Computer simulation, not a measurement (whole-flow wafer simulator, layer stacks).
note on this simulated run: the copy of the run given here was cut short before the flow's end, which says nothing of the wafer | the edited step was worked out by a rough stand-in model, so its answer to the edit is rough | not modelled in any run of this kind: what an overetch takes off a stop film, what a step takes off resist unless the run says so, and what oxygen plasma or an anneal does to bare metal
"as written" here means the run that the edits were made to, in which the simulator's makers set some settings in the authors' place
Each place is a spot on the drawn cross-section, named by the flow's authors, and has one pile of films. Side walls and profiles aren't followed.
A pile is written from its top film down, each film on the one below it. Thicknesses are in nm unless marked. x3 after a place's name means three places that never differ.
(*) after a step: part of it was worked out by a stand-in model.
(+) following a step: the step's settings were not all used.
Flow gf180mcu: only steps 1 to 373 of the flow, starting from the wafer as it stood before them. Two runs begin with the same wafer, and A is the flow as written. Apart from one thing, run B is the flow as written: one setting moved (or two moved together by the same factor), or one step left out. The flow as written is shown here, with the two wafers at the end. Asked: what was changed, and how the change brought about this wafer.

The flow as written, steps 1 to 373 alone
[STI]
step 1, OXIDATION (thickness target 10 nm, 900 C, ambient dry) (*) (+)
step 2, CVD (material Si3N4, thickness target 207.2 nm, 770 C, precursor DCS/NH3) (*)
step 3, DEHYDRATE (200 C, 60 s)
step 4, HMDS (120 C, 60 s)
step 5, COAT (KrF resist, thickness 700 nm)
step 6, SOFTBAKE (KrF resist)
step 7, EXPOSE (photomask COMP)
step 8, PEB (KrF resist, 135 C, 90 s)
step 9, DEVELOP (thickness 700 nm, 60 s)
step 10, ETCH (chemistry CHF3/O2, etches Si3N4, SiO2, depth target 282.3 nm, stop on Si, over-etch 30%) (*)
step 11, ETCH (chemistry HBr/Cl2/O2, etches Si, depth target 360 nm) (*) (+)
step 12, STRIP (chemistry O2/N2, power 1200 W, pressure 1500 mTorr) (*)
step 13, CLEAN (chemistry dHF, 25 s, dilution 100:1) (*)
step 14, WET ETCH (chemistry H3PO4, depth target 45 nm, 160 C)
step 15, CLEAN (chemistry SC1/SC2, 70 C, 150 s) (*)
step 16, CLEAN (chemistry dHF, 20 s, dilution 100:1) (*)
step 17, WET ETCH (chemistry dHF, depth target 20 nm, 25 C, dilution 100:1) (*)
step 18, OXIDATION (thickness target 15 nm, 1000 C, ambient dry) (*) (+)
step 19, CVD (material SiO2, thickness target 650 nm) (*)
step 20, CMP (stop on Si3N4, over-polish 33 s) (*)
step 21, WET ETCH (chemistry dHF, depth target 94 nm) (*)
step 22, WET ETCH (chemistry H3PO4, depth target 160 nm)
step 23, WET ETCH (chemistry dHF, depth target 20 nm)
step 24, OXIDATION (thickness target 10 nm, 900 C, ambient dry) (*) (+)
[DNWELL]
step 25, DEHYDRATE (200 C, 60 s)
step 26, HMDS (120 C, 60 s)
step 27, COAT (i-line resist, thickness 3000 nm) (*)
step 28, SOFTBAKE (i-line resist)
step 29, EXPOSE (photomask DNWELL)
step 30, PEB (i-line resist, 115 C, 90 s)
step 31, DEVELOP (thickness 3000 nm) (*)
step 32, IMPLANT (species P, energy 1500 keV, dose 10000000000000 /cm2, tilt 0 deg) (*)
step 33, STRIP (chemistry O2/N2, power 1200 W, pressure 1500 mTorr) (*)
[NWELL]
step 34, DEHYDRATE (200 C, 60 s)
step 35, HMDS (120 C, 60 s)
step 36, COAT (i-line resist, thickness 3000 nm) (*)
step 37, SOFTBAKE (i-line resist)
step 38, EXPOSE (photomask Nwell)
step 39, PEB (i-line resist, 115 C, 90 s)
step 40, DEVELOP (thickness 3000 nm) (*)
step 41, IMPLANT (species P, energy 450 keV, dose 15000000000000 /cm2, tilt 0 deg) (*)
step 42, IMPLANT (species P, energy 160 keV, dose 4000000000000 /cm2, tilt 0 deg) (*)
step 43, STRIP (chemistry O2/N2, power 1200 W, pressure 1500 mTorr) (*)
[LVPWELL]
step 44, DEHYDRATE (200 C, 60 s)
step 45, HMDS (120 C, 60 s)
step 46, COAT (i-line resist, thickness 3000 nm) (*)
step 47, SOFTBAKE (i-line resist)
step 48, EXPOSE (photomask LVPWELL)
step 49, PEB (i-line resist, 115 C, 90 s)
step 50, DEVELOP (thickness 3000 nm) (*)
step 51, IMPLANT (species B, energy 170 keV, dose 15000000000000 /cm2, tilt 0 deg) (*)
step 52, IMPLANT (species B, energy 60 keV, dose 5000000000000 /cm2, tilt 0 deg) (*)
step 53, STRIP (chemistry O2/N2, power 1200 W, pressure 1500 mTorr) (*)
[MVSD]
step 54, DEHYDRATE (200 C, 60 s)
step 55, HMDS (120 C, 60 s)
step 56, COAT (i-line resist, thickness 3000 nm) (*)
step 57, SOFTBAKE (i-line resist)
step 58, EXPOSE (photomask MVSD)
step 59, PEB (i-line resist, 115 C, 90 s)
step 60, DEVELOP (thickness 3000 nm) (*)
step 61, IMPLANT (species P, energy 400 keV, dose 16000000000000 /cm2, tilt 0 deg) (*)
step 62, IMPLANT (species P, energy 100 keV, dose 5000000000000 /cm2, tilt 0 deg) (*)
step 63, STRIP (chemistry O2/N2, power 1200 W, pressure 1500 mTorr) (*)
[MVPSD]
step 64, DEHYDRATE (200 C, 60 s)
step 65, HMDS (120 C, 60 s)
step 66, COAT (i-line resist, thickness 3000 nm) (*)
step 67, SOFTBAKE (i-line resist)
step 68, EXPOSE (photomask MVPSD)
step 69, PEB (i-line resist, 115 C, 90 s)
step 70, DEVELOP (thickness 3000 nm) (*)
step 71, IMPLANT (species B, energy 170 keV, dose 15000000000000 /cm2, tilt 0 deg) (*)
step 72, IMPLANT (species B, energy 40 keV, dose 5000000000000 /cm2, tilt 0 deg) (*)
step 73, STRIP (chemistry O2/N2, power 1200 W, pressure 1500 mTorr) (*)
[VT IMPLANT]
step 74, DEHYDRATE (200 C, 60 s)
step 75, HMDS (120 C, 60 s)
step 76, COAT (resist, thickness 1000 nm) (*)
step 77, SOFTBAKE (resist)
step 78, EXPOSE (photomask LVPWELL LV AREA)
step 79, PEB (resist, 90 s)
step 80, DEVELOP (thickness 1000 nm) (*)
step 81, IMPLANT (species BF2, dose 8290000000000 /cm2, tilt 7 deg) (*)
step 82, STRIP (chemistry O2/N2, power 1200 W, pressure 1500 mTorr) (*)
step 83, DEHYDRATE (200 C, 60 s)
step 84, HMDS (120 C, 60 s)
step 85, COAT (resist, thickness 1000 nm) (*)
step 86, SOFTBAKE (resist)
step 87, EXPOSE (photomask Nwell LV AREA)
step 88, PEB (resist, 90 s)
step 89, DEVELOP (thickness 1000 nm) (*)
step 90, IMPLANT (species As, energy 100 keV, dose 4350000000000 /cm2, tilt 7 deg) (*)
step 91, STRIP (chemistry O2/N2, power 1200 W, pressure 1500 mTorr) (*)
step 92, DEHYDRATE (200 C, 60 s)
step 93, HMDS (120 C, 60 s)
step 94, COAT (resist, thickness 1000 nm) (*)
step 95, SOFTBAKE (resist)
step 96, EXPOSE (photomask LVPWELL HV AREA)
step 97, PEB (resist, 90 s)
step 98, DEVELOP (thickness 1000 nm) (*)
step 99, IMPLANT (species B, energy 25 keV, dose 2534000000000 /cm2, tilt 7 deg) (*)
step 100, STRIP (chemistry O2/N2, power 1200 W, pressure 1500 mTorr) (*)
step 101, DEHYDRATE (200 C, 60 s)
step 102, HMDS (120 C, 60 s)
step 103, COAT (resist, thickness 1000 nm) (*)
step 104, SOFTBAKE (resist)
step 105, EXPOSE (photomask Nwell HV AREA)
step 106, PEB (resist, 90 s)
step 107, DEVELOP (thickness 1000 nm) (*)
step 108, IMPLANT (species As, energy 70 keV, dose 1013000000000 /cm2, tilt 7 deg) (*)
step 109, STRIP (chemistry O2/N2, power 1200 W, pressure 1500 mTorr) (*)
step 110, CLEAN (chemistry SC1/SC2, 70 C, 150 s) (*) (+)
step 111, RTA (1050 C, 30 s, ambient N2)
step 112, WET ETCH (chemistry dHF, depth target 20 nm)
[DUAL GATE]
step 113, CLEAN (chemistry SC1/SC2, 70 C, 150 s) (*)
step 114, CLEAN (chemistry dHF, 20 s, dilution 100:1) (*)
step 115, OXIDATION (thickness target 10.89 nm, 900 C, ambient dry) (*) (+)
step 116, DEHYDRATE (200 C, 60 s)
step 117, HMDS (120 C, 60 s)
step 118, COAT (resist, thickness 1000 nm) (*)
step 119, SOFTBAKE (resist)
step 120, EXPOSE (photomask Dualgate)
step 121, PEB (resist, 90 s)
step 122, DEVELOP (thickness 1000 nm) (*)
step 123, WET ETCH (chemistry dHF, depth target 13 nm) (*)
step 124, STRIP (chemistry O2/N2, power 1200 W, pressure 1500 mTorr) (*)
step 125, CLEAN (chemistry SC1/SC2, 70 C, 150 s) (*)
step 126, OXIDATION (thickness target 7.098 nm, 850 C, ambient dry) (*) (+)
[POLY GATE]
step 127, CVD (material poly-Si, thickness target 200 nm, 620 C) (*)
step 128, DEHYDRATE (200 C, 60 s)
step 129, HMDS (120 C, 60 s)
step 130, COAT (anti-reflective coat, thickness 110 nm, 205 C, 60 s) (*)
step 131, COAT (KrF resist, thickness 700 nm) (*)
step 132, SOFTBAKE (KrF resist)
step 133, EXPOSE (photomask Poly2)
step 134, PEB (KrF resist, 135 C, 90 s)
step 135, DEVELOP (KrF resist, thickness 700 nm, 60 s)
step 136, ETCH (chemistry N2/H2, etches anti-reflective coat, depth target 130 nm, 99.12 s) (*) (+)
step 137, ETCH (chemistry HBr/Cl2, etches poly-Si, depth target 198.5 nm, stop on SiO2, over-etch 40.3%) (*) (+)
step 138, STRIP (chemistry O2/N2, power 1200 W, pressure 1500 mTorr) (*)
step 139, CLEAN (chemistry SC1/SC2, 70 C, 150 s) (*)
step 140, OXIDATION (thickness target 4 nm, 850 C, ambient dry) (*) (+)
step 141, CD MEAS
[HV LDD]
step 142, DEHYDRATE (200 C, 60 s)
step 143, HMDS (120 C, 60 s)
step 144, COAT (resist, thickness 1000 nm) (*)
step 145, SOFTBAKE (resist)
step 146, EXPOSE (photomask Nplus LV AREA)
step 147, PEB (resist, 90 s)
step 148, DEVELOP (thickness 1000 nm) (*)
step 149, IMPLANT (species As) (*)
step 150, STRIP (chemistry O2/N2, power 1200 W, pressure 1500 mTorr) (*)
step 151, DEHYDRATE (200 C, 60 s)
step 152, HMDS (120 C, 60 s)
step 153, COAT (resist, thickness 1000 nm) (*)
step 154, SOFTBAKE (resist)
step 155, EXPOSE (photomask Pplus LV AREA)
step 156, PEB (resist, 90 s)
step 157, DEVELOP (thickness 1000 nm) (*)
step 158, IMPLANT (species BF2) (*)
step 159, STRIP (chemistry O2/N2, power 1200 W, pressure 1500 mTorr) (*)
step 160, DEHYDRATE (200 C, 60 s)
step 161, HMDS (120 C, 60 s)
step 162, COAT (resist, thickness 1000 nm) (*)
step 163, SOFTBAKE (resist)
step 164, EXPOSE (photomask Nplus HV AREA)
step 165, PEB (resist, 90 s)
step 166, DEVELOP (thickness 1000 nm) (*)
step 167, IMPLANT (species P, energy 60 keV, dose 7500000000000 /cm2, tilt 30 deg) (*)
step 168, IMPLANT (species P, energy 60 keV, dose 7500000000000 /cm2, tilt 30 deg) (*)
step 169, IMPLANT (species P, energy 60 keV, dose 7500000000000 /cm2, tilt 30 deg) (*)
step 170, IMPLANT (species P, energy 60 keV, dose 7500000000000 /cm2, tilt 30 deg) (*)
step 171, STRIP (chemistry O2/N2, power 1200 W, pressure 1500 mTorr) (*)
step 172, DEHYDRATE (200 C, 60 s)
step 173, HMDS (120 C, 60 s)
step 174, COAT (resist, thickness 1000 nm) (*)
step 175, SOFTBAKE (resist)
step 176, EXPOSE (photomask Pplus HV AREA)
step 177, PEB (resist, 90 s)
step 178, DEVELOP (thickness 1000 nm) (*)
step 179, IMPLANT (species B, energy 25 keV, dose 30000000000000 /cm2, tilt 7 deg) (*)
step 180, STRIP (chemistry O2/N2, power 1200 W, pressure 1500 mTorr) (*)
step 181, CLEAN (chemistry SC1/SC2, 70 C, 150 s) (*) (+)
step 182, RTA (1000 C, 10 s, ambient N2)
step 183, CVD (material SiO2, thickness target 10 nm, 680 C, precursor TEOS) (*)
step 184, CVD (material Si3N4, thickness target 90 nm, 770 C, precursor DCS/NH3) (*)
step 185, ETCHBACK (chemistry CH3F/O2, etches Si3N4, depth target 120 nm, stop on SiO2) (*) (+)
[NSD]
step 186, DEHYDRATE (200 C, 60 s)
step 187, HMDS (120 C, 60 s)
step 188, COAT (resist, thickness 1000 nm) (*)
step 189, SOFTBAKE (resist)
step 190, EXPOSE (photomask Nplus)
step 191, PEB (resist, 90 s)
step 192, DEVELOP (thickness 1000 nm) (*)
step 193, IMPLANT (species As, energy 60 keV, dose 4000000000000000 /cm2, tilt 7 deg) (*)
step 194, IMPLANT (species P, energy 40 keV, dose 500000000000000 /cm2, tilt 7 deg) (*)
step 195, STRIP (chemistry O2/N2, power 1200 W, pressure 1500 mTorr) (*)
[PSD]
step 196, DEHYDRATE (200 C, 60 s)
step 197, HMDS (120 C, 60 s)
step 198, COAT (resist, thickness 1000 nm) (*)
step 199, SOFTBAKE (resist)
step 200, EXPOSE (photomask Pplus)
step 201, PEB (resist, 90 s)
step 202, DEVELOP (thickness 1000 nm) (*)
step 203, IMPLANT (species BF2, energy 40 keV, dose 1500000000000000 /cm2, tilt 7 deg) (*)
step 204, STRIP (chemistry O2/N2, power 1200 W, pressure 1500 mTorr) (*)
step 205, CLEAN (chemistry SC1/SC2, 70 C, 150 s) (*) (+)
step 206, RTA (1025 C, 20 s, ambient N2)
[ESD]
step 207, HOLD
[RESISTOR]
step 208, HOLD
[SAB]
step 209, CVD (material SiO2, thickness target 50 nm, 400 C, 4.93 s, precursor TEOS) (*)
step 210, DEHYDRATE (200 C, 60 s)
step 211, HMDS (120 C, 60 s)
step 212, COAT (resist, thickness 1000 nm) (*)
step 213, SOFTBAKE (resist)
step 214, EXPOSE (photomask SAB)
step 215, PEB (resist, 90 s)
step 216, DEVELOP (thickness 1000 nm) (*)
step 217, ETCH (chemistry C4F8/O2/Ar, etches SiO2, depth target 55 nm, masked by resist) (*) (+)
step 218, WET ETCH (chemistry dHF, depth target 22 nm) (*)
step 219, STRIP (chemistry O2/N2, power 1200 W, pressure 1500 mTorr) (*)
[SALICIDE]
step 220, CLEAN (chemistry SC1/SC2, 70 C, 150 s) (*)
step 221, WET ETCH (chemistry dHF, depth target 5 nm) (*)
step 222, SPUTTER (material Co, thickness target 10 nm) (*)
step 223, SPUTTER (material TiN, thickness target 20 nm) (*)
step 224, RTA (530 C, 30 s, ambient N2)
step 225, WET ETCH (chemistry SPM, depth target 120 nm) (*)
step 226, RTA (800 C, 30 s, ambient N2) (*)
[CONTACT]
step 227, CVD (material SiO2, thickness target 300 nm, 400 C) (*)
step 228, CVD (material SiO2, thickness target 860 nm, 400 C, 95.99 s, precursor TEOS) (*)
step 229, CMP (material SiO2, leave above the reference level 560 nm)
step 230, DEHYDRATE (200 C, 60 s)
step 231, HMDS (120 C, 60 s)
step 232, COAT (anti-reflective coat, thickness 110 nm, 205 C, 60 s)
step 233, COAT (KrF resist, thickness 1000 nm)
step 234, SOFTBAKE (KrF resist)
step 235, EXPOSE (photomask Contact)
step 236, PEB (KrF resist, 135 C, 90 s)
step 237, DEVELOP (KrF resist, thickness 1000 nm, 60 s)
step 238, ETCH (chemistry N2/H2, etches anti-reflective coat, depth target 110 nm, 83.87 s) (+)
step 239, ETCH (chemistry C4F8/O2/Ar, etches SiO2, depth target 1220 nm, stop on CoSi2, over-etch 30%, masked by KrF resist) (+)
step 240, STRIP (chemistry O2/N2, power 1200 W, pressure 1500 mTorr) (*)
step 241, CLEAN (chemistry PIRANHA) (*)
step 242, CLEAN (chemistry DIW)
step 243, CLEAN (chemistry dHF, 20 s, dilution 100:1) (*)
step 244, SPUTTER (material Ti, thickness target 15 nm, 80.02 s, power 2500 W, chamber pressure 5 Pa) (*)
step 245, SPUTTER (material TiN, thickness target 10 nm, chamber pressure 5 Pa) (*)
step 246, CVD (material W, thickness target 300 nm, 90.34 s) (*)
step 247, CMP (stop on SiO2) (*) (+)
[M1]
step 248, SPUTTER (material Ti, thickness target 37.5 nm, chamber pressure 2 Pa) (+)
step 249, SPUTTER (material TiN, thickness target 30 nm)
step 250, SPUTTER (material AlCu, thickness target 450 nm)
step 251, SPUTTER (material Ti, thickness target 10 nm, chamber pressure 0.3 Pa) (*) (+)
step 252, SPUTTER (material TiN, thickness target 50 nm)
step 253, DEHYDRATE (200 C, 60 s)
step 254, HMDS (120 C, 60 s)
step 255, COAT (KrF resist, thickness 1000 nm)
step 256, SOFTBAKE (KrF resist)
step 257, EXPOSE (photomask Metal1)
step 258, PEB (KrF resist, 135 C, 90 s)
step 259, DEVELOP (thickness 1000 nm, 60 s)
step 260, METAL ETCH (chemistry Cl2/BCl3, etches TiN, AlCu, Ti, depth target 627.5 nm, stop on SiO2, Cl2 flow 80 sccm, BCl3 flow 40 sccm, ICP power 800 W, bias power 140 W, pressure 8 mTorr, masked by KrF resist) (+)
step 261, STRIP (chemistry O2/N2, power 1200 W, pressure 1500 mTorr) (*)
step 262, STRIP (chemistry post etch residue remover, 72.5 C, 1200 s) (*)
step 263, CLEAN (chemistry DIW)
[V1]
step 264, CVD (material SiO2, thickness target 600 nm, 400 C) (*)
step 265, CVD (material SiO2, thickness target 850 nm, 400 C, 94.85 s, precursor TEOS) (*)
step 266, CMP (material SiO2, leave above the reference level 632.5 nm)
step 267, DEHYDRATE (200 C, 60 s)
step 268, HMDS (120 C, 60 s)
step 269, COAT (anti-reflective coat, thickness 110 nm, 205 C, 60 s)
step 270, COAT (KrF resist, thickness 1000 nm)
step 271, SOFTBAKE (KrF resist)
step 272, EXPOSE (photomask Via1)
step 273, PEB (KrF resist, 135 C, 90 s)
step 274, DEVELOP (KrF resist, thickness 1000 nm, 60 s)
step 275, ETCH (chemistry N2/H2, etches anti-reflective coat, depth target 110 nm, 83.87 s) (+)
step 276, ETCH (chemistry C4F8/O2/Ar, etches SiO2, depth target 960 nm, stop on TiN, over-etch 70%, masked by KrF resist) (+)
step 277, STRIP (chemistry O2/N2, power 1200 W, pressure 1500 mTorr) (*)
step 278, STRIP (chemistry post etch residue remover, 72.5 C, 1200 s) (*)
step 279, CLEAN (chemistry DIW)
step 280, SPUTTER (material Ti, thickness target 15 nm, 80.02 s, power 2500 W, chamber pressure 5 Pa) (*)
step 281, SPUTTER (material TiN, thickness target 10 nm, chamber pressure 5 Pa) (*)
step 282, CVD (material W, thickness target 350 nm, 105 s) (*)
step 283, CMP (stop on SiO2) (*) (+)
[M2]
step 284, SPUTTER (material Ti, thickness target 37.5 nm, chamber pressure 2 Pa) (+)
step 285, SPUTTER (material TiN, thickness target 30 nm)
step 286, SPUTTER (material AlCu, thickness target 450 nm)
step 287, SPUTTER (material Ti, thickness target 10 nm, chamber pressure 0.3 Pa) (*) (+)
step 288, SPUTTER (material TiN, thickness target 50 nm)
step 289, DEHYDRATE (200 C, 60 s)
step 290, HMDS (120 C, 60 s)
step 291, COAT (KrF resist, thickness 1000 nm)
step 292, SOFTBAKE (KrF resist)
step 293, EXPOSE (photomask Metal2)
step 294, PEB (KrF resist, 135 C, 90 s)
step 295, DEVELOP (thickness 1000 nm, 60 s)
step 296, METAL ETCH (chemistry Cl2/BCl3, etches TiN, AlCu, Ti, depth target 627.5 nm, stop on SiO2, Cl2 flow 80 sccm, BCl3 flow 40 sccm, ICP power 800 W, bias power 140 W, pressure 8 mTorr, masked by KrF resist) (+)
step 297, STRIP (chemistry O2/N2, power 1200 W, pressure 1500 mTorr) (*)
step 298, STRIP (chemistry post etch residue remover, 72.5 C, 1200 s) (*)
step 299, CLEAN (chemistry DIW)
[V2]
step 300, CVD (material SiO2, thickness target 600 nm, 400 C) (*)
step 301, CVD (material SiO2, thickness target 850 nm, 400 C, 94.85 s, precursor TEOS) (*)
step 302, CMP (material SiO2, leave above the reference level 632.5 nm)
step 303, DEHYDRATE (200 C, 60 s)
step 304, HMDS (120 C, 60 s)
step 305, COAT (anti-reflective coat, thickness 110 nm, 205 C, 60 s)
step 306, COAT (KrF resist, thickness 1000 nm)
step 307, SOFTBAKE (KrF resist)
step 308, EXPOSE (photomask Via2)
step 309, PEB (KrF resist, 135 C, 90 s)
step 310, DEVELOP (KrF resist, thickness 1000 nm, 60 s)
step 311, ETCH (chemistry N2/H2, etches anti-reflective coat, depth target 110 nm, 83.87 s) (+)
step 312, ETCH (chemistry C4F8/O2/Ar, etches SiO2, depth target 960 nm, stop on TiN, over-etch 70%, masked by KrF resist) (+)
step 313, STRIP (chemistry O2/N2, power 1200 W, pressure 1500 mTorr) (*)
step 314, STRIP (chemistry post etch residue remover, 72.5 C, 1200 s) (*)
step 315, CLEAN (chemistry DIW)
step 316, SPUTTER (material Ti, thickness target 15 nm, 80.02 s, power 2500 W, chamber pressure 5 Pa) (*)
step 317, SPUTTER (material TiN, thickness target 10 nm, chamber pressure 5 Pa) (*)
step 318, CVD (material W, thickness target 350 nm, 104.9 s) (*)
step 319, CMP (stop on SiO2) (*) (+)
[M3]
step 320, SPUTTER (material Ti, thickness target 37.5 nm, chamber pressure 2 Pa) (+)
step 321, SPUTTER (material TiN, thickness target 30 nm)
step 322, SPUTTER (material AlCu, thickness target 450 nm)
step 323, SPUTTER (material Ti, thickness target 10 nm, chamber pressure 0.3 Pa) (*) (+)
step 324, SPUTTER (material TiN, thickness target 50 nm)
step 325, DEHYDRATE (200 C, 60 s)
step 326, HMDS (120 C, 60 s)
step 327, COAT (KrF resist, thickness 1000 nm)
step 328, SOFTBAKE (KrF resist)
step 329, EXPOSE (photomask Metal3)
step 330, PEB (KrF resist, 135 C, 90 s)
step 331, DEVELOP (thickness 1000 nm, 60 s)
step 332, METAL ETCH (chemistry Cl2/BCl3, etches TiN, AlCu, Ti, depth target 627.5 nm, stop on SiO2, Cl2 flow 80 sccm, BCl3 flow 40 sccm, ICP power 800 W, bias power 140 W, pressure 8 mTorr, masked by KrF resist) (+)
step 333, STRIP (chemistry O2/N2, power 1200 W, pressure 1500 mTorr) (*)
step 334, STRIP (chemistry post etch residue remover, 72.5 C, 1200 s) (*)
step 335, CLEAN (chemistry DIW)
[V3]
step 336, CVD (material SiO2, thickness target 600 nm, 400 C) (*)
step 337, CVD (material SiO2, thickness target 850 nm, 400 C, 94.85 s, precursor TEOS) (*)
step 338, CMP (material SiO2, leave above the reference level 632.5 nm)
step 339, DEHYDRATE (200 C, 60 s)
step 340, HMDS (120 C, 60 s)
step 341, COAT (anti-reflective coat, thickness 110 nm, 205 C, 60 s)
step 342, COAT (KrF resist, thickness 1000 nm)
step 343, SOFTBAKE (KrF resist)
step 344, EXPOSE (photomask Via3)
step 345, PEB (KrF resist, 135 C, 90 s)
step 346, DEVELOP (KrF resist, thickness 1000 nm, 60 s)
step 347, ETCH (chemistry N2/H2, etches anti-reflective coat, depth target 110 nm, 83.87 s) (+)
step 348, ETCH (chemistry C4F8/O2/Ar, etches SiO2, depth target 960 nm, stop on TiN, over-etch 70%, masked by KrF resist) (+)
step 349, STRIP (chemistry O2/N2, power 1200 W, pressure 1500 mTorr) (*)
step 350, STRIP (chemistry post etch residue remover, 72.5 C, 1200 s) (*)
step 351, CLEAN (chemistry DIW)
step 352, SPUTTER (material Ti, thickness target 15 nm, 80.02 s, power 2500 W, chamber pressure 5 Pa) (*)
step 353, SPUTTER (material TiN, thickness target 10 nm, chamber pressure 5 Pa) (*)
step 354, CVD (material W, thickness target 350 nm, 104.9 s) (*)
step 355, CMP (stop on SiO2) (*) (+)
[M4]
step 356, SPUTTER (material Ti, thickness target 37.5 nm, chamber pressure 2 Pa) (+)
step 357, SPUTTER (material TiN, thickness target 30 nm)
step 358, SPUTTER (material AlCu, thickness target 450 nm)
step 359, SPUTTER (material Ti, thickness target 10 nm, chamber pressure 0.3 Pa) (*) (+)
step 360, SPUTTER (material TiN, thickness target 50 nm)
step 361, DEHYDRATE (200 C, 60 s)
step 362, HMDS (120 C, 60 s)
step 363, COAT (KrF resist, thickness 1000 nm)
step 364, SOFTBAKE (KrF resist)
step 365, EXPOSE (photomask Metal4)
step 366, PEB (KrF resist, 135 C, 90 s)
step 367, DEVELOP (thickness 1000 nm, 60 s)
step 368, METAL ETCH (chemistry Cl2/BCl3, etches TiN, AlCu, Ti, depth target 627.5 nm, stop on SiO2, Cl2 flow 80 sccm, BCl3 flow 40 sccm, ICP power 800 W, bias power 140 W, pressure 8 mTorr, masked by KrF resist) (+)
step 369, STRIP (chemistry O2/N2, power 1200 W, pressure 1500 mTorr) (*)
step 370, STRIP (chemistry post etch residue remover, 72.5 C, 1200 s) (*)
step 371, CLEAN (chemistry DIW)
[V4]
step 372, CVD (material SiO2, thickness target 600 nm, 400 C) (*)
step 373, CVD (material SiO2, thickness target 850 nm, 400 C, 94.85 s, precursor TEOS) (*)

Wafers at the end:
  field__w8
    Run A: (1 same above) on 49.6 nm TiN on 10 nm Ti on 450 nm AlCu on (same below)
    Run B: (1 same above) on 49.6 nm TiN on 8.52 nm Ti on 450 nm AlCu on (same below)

The reason: step 359, SPUTTER: thickness target 8.52 nm was run, though the flow has thickness target 10 nm.
The wafer lets one read it off: field__w8 has Ti 8.52, and step 359 as written asks for 10 nm.

The path from the change to this, step by step:
  step 359, SPUTTER (material Ti, thickness target 10 nm, chamber pressure 0.3 Pa) (*) (+)
      field, field__w1, field__w2 and 108 more: A +10 Ti (new film) | B +8.52 Ti (new film)
  step 368, METAL ETCH (chemistry Cl2/BCl3, etches TiN, AlCu, Ti, depth target 627.5 nm, stop on SiO2, Cl2 flow 80 sccm, BCl3 flow 40 sccm, ICP power 800 W, bias power 140 W, pressure 8 mTorr, masked by KrF resist) (+)
      field, field__w1, field__w2 and 103 more: A -50 TiN (all of it), -10 Ti (all of it), -450 AlCu (all of it), -30 TiN (all of it), -37.5 Ti (all of it) | B -50 TiN (all of it), -8.52 Ti (all of it), -450 AlCu (all of it), -30 TiN (all of it), -37.5 Ti (all of it)
